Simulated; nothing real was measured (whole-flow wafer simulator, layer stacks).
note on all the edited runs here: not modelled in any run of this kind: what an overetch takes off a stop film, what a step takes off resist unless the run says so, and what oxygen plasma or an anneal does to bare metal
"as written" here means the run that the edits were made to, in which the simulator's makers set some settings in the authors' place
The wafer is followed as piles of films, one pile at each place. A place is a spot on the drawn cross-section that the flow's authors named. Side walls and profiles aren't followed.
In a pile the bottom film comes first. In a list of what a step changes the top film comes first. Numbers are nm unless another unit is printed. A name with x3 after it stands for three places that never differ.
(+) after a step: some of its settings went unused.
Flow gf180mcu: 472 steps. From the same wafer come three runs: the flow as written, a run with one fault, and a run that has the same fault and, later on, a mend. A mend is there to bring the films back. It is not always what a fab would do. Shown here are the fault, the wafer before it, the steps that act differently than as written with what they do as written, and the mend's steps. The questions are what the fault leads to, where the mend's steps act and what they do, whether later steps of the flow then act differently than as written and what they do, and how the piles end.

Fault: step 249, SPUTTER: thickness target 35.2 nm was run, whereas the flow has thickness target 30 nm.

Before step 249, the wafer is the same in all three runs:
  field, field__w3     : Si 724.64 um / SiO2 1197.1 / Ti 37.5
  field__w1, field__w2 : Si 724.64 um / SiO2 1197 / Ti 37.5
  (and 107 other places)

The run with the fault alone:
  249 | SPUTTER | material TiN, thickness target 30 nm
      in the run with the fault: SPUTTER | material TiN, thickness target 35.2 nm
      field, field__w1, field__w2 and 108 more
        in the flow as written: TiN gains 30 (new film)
        in the run with the fault: TiN gains 35.2 (new film)
  Steps further on in the flow that do not act as written (not shown: 1 more step that differs only slightly, by at most 2% or 0.5 nm, whichever is larger):
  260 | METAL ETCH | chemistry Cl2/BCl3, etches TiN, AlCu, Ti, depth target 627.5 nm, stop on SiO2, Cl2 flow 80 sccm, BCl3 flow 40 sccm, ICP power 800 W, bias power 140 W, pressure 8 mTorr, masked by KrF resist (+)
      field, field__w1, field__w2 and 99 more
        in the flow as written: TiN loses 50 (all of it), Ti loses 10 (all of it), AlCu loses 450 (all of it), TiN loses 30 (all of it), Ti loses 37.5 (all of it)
        in the run with the fault: TiN loses 50 (all of it), Ti loses 10 (all of it), AlCu loses 450 (all of it), TiN loses 35.2 (all of it), Ti loses 37.5 (all of it)
  At field__w8, contact, m1 and 6 more, the piles at the end differ from the flow's by more than 2% or 0.5 nm, whichever is larger.
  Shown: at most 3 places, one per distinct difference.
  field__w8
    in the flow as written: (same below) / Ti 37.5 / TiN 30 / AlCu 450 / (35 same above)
    in the run with the fault: (same below) / Ti 37.5 / TiN 35.2 / AlCu 450 / (35 same above)
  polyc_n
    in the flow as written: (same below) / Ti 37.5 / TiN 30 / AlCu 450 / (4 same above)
    in the run with the fault: (same below) / Ti 37.5 / TiN 35.2 / AlCu 450 / (4 same above)
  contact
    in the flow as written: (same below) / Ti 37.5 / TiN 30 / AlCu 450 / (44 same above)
    in the run with the fault: (same below) / Ti 37.5 / TiN 35.2 / AlCu 450 / (44 same above)

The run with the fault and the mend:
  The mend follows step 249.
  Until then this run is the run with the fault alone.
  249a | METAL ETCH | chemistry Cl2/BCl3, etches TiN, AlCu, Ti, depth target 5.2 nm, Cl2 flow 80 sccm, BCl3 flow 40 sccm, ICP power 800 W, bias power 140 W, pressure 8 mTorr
      field, field__w1, field__w2 and 108 more
        TiN loses 5.2
  Later steps of the flow that are run all act as written at every place that is followed.
  The piles end the same as the flow's at every place that both follow.
